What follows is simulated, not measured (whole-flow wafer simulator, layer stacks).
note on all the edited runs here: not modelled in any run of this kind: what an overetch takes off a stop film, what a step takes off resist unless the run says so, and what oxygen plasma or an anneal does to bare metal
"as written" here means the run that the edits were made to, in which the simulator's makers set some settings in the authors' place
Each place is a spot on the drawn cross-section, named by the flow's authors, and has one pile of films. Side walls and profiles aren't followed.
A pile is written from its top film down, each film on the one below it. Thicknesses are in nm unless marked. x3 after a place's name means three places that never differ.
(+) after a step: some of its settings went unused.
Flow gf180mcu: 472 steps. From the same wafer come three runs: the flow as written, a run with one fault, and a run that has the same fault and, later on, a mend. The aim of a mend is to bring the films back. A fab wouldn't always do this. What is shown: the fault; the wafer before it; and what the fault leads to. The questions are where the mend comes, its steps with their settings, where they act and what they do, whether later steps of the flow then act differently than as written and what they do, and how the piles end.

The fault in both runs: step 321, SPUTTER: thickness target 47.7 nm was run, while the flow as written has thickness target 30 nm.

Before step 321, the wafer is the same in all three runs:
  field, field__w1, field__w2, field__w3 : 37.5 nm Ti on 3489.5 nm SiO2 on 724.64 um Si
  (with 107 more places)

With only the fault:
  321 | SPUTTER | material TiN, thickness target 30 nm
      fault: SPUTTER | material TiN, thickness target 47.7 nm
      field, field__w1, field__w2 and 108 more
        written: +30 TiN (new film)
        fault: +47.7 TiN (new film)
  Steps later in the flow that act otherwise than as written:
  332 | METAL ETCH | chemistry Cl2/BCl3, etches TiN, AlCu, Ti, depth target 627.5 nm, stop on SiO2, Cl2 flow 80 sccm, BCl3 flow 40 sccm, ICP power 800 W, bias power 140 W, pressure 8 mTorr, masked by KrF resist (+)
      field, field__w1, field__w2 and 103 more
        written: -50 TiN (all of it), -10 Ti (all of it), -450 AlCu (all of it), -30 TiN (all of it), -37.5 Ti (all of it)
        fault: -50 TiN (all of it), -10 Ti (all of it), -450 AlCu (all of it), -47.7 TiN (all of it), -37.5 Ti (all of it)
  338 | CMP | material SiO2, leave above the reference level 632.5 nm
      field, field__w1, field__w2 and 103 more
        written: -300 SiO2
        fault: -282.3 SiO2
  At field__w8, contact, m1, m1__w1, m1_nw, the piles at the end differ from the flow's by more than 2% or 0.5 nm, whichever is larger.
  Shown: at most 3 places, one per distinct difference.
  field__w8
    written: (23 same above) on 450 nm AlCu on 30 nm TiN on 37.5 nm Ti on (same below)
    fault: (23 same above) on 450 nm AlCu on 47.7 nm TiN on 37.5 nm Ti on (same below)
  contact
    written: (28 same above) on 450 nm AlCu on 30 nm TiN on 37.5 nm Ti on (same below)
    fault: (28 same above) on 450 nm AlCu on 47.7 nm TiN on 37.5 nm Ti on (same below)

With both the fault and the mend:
  After step 321 comes the mend.
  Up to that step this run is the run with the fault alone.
  321a | METAL ETCH | chemistry Cl2/BCl3, etches TiN, AlCu, Ti, depth target 17.7 nm, Cl2 flow 80 sccm, BCl3 flow 40 sccm, ICP power 800 W, bias power 140 W, pressure 8 mTorr (the flow's step 260, run once more with other settings)
      field, field__w1, field__w2 and 108 more
        -17.7 TiN
  None of the later steps of the flow acts differently than as written at any place that is followed.
  At every place that both follow, the piles at the end match the flow's.
